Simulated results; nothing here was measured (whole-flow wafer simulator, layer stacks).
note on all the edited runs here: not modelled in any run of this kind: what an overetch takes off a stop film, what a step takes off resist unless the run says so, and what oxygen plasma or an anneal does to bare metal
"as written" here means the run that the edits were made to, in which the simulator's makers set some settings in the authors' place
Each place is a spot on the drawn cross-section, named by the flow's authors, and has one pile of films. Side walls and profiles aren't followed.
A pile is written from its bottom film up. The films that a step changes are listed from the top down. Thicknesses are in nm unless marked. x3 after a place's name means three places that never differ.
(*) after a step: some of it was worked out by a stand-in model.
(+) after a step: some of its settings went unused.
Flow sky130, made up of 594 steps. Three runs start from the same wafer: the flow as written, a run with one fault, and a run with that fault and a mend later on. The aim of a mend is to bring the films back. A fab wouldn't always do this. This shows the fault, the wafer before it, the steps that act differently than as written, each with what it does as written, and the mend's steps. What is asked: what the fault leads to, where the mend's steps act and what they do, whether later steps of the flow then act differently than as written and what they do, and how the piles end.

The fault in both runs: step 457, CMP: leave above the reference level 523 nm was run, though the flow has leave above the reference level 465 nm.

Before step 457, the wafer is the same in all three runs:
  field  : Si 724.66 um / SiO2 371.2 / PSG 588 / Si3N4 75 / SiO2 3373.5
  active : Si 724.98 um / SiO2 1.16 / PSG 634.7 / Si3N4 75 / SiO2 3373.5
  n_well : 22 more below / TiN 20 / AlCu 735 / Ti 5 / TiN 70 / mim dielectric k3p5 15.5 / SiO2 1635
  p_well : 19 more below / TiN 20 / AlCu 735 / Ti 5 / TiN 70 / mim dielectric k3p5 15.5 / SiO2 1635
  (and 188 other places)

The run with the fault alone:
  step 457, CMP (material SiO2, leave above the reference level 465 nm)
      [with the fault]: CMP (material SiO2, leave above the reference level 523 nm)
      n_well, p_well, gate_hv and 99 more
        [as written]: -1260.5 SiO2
        [with the fault]: -1202.5 SiO2
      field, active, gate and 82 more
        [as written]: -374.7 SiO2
        [with the fault]: -316.7 SiO2
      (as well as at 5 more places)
  Steps further on in the flow that do not act as written:
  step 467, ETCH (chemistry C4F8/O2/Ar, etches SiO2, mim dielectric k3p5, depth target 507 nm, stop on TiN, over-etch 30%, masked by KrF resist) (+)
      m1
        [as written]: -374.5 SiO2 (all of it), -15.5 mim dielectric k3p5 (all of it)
        [with the fault]: -432.5 SiO2 (all of it), -15.5 mim dielectric k3p5 (all of it)
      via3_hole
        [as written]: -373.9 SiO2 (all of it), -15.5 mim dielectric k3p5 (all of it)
        [with the fault]: -431.9 SiO2 (all of it), -15.5 mim dielectric k3p5 (all of it)
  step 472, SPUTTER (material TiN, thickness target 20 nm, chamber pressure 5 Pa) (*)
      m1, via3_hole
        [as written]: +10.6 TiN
        [with the fault]: +9.81 TiN
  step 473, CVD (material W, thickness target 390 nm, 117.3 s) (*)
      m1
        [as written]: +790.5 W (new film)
        [with the fault]: +849.2 W (new film)
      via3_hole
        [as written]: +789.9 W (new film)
        [with the fault]: +848.6 W (new film)
  By the end, the piles at n_well, p_well, gate_hv and 104 more depart from the flow's by more than 2% or 0.5 nm, whichever is larger.
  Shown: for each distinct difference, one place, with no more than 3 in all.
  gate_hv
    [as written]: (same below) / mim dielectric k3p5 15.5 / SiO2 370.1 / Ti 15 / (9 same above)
    [with the fault]: (same below) / mim dielectric k3p5 15.5 / SiO2 428.1 / Ti 15 / (9 same above)
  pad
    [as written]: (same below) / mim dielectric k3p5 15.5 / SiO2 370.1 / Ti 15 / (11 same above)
    [with the fault]: (same below) / mim dielectric k3p5 15.5 / SiO2 428.1 / Ti 15 / (11 same above)
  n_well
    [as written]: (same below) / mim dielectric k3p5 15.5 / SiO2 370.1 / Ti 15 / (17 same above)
    [with the fault]: (same below) / mim dielectric k3p5 15.5 / SiO2 428.1 / Ti 15 / (17 same above)

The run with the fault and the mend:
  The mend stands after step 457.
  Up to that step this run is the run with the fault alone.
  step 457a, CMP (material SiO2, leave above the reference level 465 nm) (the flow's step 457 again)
      field, active, n_well and 189 more
        -58 SiO2
  None of the later steps of the flow acts differently than as written at any place that is followed.
  By the end, the piles equal the flow's at every place that both follow.
